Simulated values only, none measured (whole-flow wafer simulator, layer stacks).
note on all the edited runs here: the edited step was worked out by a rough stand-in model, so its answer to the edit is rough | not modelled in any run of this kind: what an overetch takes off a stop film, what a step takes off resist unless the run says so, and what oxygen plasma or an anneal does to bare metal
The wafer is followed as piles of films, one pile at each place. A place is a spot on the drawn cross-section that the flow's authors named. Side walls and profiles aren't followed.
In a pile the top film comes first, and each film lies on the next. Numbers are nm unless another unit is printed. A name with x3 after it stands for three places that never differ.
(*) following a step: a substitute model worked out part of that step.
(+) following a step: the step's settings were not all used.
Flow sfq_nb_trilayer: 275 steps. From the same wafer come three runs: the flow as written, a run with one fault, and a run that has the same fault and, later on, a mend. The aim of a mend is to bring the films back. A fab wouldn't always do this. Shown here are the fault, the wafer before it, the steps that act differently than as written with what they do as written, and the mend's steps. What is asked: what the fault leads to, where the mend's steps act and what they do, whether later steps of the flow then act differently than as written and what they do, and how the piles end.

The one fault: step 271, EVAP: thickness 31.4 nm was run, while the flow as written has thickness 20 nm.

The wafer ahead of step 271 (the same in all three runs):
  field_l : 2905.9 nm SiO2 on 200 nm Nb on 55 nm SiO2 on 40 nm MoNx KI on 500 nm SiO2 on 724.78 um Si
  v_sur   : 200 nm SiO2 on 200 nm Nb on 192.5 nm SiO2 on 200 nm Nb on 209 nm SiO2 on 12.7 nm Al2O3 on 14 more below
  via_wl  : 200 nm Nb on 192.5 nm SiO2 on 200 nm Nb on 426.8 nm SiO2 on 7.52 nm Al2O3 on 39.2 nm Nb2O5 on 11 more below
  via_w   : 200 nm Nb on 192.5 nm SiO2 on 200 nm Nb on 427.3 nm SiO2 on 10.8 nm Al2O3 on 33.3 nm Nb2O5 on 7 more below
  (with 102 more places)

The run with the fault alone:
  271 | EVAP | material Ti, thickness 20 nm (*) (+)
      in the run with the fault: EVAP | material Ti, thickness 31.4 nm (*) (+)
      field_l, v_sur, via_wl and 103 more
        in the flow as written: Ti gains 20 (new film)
        in the run with the fault: Ti gains 31.4 (new film)
  Later steps of the flow acting differently than as written:
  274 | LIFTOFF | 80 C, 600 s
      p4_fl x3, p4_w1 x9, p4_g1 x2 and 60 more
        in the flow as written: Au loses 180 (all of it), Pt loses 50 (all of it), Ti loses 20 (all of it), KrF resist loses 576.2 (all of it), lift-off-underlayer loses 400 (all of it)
        in the run with the fault: Au loses 180 (all of it), Pt loses 50 (all of it), Ti loses 31.4 (all of it), KrF resist loses 576.2 (all of it), lift-off-underlayer loses 400 (all of it)
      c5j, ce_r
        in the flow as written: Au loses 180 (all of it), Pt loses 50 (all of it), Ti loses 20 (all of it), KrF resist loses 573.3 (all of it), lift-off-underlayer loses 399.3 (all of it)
        in the run with the fault: Au loses 180 (all of it), Pt loses 50 (all of it), Ti loses 31.4 (all of it), KrF resist loses 573.3 (all of it), lift-off-underlayer loses 399.3 (all of it)
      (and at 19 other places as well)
  At field_l, v_sur, via_wl and 8 more, the piles at the end differ from the flow's by more than 2% or 0.5 nm, whichever is larger.
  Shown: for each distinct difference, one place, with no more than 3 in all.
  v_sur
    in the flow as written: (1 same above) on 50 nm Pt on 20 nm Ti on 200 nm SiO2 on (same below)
    in the run with the fault: (1 same above) on 50 nm Pt on 31.4 nm Ti on 200 nm SiO2 on (same below)
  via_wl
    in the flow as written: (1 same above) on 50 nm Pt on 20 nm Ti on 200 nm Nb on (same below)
    in the run with the fault: (1 same above) on 50 nm Pt on 31.4 nm Ti on 200 nm Nb on (same below)
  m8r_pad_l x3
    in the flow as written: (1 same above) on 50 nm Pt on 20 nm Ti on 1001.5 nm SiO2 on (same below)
    in the run with the fault: (1 same above) on 50 nm Pt on 31.4 nm Ti on 1001.5 nm SiO2 on (same below)

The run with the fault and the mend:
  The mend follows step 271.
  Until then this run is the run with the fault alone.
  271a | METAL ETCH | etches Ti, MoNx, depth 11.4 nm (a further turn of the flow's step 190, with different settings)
      field_l, v_sur, via_wl and 103 more
        Ti loses 11.4
  Later steps of the flow that are run all act as written at every place that is followed.
  The piles end the same as the flow's at every place that both follow.
